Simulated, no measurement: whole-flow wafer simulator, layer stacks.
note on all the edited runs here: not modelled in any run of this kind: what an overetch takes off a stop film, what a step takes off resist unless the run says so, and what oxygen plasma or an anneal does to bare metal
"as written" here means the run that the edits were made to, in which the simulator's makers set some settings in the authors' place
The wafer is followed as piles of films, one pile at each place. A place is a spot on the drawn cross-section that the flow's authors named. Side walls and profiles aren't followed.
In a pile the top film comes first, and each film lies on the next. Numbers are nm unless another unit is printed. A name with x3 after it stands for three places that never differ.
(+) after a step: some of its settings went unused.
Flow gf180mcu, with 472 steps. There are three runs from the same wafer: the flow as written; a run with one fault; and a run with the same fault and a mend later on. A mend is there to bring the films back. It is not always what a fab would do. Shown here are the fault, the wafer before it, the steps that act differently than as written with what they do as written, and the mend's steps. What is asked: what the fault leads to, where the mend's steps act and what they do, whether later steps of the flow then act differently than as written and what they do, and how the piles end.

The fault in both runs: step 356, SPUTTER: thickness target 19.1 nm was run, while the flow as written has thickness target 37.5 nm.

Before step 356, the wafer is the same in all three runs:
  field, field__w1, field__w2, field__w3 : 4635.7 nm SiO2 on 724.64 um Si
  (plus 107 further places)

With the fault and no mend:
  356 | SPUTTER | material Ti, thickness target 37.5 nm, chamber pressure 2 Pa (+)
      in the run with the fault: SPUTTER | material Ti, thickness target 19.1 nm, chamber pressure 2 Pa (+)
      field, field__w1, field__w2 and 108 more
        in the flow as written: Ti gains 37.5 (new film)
        in the run with the fault: Ti gains 19.1 (new film)
  Steps further on in the flow that do not act as written:
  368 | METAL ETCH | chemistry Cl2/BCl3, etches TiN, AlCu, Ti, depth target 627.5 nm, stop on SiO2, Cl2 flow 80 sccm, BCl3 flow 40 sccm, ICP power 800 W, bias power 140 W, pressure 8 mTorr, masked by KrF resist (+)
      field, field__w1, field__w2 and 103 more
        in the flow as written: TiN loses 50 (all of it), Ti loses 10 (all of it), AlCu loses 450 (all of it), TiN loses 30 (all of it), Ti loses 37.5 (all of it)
        in the run with the fault: TiN loses 50 (all of it), Ti loses 10 (all of it), AlCu loses 450 (all of it), TiN loses 30 (all of it), Ti loses 19.1 (all of it)
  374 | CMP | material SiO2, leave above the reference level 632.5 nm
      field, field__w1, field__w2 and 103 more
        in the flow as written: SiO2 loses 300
        in the run with the fault: SiO2 loses 318.4
  At field__w8, contact, m1, m1__w1, m1_nw, the piles at the end differ from the flow's by more than 2% or 0.5 nm, whichever is larger.
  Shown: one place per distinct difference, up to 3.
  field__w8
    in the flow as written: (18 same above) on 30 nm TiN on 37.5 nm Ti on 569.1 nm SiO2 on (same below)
    in the run with the fault: (18 same above) on 30 nm TiN on 19.1 nm Ti on 569.1 nm SiO2 on (same below)
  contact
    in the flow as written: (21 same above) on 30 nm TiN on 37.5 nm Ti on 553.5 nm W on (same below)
    in the run with the fault: (21 same above) on 30 nm TiN on 19.1 nm Ti on 553.5 nm W on (same below)

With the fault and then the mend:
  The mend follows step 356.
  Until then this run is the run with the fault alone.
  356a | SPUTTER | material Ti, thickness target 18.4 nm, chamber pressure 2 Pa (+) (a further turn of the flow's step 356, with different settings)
      field, field__w1, field__w2 and 108 more
        Ti gains 18.4
  Later steps of the flow that are run all act as written at every place that is followed.
  By the end, the piles equal the flow's at every place that both follow.
